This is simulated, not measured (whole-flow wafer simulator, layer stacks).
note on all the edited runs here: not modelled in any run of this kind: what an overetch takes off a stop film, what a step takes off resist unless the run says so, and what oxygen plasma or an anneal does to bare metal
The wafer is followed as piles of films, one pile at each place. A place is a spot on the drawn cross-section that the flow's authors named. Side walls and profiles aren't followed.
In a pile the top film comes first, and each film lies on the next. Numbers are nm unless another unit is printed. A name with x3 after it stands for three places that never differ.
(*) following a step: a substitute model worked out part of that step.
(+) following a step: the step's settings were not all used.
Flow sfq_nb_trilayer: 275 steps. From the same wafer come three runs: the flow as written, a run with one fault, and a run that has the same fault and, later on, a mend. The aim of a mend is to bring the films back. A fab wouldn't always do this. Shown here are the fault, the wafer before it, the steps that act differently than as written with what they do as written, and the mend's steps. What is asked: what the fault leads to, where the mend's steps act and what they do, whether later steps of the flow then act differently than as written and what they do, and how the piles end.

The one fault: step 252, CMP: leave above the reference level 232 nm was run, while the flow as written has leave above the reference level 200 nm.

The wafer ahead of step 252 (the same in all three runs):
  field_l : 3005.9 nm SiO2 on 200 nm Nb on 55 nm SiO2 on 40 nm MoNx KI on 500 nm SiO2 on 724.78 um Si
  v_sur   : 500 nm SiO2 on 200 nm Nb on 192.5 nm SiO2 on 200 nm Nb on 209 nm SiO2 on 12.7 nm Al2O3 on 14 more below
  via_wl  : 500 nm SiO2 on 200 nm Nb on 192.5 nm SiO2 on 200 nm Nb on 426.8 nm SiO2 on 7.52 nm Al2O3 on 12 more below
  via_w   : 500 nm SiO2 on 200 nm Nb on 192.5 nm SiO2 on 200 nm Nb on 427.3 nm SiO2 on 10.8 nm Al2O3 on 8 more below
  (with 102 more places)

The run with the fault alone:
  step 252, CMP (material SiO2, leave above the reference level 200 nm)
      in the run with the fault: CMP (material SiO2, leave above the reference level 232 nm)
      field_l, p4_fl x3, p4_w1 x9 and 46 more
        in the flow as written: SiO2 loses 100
        in the run with the fault: SiO2 loses 68
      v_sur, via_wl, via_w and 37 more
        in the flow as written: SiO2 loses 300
        in the run with the fault: SiO2 loses 268
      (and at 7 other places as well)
  Later steps of the flow acting differently than as written (3 other steps are not shown; they differ only slightly, by no more than 2% or 0.5 nm, whichever is larger):
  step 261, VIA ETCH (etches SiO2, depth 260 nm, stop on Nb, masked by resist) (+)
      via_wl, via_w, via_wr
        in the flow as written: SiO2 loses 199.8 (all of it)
        in the run with the fault: SiO2 loses 231.8 (all of it)
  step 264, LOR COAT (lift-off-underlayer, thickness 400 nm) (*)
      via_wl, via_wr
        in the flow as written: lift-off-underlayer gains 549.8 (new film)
        in the run with the fault: lift-off-underlayer gains 573.7 (new film)
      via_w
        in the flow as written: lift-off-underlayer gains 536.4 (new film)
        in the run with the fault: lift-off-underlayer gains 558.2 (new film)
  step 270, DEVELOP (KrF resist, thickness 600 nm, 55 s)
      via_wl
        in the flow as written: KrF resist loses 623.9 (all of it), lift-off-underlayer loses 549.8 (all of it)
        in the run with the fault: KrF resist loses 627.9 (all of it), lift-off-underlayer loses 573.7 (all of it)
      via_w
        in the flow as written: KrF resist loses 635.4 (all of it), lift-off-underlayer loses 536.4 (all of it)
        in the run with the fault: KrF resist loses 641.3 (all of it), lift-off-underlayer loses 558.2 (all of it)
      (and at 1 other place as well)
  At v_sur, via_sp, via_v and 83 more, the piles at the end differ from the flow's by more than 2% or 0.5 nm, whichever is larger.
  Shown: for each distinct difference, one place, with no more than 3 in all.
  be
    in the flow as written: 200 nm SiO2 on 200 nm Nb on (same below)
    in the run with the fault: 232 nm SiO2 on 200 nm Nb on (same below)
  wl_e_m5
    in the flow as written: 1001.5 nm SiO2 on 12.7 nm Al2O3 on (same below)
    in the run with the fault: 1033.5 nm SiO2 on 12.7 nm Al2O3 on (same below)
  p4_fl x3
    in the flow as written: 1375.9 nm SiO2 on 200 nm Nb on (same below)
    in the run with the fault: 1407.9 nm SiO2 on 200 nm Nb on (same below)

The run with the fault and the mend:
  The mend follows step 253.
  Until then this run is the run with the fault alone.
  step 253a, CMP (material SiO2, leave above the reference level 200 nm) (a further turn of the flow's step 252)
      field_l, v_sur, via_wl and 103 more
        SiO2 loses 32
  Later steps of the flow that are run all act as written at every place that is followed.
  The piles end the same as the flow's at every place that both follow.
